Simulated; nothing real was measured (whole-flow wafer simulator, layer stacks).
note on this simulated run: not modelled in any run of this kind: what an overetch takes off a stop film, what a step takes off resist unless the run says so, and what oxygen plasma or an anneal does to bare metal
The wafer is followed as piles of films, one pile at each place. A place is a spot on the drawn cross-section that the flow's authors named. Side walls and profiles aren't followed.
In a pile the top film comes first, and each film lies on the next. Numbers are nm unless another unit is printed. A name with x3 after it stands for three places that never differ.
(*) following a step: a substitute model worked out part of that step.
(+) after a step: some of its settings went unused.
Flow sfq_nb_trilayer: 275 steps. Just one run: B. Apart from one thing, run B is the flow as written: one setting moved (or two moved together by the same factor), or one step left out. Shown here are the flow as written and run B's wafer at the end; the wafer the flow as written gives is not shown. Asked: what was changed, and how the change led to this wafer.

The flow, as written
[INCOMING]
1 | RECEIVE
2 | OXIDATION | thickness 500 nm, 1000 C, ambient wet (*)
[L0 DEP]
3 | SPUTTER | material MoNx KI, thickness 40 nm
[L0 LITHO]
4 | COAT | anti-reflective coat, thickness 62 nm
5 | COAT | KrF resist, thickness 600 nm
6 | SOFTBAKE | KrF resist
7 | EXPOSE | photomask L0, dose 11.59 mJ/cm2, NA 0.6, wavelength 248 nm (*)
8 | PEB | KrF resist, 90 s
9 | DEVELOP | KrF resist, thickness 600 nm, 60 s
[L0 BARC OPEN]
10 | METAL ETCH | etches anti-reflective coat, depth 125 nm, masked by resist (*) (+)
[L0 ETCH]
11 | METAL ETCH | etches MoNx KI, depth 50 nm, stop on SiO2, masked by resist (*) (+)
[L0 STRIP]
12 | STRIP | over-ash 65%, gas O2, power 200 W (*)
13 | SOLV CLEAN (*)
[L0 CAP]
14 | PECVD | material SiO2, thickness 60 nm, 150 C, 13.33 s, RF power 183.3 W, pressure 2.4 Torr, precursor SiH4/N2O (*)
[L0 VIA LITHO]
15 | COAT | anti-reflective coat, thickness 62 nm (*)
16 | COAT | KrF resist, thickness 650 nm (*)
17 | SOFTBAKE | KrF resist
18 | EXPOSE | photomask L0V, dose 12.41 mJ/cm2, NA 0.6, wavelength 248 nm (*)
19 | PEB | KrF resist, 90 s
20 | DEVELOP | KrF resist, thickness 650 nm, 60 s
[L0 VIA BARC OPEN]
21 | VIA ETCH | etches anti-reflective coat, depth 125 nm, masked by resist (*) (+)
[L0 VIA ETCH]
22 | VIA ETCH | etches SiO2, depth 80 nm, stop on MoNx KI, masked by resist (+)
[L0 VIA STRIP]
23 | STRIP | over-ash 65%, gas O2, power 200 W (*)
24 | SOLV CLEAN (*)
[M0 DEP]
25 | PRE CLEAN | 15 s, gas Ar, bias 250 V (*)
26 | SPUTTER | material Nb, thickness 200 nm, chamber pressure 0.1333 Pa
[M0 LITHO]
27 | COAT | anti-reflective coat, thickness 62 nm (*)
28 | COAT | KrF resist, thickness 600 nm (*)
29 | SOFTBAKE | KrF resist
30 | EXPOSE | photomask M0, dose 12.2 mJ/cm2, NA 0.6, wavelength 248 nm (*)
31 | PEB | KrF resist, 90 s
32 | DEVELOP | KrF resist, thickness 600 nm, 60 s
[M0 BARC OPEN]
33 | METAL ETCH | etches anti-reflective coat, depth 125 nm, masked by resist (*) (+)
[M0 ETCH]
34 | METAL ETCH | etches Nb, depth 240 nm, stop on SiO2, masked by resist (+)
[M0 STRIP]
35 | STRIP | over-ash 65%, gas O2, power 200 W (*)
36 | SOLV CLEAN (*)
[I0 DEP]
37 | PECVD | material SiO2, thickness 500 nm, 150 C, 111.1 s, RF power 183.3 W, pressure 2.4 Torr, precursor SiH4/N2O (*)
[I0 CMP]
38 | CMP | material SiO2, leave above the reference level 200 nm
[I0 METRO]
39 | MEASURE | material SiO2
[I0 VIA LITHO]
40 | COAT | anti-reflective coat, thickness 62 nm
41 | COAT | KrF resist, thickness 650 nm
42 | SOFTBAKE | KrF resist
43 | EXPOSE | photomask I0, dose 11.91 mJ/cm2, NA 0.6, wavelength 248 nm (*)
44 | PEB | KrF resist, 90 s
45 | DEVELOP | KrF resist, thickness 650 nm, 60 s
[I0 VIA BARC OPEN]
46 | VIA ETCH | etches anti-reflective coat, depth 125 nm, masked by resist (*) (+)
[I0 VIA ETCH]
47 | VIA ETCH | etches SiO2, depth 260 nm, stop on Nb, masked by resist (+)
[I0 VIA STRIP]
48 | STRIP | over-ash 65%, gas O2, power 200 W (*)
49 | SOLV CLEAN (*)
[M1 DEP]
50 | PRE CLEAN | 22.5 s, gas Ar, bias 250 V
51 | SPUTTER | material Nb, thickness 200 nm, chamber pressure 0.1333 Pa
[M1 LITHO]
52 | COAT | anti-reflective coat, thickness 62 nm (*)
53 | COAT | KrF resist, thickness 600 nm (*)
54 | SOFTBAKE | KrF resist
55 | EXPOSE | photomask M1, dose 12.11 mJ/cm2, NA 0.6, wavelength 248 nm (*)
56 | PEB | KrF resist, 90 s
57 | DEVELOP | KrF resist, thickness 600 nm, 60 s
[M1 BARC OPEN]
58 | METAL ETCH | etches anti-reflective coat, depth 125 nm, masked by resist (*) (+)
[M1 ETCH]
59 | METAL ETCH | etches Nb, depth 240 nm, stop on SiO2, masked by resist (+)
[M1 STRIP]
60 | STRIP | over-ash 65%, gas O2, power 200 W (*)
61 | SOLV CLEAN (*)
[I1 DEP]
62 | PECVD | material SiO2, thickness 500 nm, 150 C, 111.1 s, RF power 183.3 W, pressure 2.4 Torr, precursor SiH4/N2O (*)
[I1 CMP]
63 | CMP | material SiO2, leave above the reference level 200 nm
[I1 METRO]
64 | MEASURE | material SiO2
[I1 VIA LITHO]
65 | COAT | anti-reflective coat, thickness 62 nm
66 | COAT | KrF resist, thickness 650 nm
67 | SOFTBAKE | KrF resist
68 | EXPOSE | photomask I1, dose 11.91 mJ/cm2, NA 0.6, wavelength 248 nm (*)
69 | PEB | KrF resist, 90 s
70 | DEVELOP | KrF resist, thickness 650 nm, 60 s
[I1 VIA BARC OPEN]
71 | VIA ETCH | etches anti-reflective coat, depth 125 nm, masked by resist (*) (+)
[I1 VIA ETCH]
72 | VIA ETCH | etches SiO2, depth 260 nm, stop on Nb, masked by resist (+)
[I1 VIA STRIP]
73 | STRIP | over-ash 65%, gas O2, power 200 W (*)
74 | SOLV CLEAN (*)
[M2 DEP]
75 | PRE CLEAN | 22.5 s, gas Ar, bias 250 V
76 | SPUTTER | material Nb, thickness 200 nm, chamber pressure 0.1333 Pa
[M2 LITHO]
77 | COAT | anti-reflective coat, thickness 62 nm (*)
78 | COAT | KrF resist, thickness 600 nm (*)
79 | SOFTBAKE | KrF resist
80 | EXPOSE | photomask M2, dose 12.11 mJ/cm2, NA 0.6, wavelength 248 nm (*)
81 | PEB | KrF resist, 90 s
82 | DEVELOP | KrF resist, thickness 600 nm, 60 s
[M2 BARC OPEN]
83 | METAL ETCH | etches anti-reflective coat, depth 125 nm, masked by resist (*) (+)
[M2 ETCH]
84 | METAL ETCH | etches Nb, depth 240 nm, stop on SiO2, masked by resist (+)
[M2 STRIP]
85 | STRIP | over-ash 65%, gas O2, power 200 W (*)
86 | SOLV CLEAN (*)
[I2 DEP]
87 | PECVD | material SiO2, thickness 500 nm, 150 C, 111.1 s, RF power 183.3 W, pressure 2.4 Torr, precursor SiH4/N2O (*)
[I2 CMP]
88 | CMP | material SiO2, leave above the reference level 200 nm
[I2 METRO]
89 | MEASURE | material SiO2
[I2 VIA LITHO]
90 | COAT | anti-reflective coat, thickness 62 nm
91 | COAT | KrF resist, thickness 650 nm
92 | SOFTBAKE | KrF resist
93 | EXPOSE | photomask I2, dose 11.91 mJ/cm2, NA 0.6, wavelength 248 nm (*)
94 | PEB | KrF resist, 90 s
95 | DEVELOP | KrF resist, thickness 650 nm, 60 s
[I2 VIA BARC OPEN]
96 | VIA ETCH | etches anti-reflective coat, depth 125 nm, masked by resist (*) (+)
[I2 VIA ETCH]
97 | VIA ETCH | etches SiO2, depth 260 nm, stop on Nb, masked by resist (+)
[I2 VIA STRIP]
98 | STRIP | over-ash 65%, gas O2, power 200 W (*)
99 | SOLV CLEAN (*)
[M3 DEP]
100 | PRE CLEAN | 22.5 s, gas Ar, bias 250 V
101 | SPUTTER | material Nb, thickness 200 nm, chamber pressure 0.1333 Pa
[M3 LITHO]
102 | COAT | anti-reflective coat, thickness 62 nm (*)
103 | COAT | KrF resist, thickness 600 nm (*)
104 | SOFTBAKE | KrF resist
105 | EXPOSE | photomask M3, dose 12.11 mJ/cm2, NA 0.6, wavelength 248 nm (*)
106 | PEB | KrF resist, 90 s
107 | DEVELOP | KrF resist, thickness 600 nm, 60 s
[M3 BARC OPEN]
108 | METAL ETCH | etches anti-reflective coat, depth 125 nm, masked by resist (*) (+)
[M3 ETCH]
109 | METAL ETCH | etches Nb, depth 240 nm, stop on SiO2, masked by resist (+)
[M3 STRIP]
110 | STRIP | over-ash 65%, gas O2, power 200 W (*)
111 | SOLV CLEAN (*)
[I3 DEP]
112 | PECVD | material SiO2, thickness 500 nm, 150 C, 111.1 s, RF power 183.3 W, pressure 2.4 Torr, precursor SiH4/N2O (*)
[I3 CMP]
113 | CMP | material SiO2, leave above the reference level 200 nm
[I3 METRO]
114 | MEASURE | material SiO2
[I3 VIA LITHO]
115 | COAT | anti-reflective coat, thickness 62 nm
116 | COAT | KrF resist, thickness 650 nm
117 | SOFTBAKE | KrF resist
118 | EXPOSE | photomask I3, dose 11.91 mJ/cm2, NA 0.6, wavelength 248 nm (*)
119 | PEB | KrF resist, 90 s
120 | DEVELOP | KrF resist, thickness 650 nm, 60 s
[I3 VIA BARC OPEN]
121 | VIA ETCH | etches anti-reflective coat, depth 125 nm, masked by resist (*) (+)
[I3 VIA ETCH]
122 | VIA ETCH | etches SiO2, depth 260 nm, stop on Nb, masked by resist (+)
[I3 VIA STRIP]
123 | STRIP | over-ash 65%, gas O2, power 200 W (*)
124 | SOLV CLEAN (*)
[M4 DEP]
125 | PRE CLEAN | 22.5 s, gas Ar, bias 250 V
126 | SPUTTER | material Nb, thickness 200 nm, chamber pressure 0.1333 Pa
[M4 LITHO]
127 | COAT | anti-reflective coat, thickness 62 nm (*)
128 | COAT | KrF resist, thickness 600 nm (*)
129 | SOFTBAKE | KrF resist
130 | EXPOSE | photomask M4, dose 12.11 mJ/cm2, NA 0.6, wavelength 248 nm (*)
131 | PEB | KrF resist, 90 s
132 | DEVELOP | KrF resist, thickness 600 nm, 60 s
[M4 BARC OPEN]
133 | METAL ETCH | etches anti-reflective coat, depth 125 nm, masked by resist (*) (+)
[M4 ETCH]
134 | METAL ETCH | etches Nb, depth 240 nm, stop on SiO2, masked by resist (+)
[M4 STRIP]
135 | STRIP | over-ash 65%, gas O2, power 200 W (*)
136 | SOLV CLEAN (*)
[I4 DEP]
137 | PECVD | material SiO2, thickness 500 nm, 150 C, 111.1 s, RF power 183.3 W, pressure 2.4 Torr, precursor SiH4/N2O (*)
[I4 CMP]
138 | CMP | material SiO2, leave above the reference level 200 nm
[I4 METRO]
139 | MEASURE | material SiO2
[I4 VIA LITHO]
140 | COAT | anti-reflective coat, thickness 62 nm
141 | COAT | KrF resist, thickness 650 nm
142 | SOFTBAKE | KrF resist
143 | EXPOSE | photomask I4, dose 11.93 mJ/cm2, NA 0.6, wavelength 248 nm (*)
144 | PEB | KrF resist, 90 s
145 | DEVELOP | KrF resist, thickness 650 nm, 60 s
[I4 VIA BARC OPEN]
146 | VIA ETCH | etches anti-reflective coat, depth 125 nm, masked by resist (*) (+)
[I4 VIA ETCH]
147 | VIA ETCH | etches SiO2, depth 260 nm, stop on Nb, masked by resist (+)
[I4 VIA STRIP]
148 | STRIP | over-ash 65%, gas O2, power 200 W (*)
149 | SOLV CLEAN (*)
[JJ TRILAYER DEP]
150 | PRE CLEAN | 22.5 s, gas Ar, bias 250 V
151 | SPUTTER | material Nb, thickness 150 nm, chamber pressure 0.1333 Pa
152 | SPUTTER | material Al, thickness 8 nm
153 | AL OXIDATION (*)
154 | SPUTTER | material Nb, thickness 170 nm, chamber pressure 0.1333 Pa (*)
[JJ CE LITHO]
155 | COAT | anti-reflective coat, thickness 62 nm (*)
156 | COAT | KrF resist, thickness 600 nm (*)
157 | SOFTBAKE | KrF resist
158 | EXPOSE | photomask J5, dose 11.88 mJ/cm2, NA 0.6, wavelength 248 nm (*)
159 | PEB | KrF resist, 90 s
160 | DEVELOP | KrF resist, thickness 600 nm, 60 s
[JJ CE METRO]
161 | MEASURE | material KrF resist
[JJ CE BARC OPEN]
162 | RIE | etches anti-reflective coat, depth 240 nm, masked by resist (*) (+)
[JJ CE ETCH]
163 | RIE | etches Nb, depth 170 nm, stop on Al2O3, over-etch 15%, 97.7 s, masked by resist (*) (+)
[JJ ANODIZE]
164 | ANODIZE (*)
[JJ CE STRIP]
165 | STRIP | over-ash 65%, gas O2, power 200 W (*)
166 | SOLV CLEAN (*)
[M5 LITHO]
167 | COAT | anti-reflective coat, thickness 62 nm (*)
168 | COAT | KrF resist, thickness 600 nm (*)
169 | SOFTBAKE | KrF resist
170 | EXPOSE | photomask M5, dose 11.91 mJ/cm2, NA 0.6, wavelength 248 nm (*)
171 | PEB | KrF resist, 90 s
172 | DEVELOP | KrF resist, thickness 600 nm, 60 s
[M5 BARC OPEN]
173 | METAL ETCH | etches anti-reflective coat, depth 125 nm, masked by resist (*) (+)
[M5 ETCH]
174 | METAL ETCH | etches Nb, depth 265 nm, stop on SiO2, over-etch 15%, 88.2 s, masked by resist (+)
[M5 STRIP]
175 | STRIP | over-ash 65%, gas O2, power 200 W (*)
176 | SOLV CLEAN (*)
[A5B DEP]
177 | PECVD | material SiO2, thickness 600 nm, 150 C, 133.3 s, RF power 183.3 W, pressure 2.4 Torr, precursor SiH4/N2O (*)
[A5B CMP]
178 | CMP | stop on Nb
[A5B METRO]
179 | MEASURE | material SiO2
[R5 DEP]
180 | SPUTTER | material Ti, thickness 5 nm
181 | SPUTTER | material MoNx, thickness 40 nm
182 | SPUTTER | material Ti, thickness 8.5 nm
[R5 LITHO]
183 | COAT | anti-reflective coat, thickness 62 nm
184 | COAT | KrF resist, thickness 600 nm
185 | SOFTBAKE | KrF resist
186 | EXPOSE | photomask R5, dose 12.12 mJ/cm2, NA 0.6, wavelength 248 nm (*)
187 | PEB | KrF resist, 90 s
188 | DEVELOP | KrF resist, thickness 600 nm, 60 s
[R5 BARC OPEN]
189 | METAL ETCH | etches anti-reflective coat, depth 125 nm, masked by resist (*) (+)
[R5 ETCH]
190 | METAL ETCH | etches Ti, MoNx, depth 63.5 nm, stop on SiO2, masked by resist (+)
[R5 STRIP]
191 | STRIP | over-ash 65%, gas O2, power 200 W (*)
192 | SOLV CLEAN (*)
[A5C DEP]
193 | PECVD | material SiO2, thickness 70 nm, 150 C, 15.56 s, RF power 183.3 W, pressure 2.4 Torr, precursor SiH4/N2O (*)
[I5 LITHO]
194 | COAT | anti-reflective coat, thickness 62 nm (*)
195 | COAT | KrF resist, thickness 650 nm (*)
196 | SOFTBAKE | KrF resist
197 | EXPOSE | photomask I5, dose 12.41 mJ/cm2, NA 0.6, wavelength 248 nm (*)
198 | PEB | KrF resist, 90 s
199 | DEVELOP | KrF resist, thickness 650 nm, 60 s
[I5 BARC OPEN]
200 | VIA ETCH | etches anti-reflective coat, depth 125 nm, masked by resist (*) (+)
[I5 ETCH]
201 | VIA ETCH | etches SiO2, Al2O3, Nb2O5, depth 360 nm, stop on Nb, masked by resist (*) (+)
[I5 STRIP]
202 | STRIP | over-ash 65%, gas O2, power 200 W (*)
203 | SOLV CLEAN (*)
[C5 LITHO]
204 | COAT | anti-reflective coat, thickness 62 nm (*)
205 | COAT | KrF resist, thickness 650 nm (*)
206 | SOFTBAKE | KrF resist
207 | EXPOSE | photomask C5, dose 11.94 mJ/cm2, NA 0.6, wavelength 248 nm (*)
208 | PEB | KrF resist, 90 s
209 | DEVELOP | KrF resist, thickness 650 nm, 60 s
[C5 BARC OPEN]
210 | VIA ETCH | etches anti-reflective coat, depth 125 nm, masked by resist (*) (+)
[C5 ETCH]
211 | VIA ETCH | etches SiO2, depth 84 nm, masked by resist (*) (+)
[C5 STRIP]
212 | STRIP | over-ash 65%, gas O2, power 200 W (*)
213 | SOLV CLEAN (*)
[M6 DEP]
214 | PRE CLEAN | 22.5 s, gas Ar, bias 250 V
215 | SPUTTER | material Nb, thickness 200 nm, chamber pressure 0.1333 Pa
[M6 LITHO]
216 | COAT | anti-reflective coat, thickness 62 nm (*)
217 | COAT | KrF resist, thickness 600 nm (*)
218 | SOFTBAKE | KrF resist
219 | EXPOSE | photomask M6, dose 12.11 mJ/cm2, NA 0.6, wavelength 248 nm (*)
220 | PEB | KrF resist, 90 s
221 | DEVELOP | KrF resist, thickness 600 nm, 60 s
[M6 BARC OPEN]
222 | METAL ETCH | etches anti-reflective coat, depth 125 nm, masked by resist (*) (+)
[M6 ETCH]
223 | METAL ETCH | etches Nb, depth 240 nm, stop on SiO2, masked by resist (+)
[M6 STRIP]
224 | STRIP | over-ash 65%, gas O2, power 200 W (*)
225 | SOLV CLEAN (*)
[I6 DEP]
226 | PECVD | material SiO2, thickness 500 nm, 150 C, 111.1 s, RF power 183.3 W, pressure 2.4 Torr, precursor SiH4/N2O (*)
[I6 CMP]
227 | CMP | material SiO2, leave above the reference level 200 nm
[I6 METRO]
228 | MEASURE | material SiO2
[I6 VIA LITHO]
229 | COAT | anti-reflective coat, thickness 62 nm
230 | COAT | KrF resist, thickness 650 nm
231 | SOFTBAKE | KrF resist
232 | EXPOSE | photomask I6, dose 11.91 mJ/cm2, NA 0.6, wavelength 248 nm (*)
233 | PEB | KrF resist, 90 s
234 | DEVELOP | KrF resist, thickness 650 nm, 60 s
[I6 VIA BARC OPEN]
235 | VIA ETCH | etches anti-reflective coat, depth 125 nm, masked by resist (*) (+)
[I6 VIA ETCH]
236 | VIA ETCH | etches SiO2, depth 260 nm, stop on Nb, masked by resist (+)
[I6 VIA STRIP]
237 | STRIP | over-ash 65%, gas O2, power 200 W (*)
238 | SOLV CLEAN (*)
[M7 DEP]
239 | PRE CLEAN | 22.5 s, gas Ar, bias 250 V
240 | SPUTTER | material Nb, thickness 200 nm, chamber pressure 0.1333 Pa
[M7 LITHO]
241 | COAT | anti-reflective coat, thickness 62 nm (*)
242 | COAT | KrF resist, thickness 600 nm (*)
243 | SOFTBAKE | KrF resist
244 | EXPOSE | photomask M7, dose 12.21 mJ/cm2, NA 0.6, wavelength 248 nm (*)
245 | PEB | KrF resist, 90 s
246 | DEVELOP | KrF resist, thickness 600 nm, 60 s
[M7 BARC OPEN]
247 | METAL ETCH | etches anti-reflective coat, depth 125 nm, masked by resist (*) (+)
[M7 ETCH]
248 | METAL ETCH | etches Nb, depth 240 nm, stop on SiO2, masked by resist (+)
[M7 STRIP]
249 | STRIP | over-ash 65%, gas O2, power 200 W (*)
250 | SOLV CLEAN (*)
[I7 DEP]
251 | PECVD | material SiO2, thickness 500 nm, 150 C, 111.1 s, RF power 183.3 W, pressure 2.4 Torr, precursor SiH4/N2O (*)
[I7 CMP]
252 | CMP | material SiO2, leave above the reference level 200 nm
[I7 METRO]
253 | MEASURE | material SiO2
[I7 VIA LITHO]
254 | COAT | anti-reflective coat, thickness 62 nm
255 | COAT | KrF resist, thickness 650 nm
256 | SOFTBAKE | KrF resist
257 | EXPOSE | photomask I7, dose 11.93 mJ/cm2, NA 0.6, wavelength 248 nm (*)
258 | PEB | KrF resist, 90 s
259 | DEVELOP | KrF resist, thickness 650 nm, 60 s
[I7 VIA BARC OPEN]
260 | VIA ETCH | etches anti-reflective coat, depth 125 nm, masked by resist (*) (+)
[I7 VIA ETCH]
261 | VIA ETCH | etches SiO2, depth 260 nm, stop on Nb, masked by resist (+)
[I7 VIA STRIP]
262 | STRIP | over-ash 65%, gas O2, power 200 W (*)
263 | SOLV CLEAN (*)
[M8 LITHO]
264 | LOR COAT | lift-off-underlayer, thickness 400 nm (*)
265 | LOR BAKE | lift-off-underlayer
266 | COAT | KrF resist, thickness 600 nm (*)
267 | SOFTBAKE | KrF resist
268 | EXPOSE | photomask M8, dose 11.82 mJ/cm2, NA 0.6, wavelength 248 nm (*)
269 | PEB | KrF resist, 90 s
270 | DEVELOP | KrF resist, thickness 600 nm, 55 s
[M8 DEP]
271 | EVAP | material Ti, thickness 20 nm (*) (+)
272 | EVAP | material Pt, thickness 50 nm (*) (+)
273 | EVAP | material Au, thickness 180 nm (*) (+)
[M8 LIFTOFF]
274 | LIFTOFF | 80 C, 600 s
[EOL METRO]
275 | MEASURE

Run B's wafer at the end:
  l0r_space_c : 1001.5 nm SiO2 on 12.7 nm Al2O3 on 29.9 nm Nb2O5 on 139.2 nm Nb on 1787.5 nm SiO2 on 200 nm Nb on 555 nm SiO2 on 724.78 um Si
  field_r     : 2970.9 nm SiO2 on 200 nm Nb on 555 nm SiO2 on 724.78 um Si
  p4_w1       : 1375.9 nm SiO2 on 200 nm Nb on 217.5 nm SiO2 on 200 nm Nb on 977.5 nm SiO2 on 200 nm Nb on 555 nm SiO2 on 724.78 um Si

What caused this: step 113, CMP: leave above the reference level 225 nm was run, though the flow has leave above the reference level 200 nm.

Step by step, how the change led to this:
  113 | CMP | material SiO2, leave above the reference level 200 nm
      field_l, be, be_sur and 64 more: -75 SiO2 (it would be, as written: -100 SiO2)
      v_sur, via_wl, via_wr and 27 more: -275 SiO2 (it would be, as written: -300 SiO2)
      (also at 9 further places)
  122 | VIA ETCH | etches SiO2, depth 260 nm, stop on Nb, masked by resist (+)
      via_v: -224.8 SiO2 (all of it) (it would be, as written: -199.8 SiO2 (all of it))
  126 | SPUTTER | material Nb, thickness 200 nm, chamber pressure 0.1333 Pa
      via_v: +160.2 Nb (it would be, as written: +165.5 Nb)
  127 | COAT | anti-reflective coat, thickness 62 nm (*)
      via_v: +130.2 anti-reflective coat (new film) (it would be, as written: +124.8 anti-reflective coat (new film))
  128 | COAT | KrF resist, thickness 600 nm (*)
      via_v: +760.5 KrF resist (new film) (it would be, as written: +739.8 KrF resist (new film))
  135 | STRIP | over-ash 65%, gas O2, power 200 W (*)
      via_v: -542.5 KrF resist (all of it), -130.2 anti-reflective coat (all of it) (it would be, as written: -521.8 KrF resist (all of it), -124.8 anti-reflective coat (all of it))
  137 | PECVD | material SiO2, thickness 500 nm, 150 C, 111.1 s, RF power 183.3 W, pressure 2.4 Torr, precursor SiH4/N2O (*)
      via_v: +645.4 SiO2 (new film) (it would be, as written: +615 SiO2 (new film))
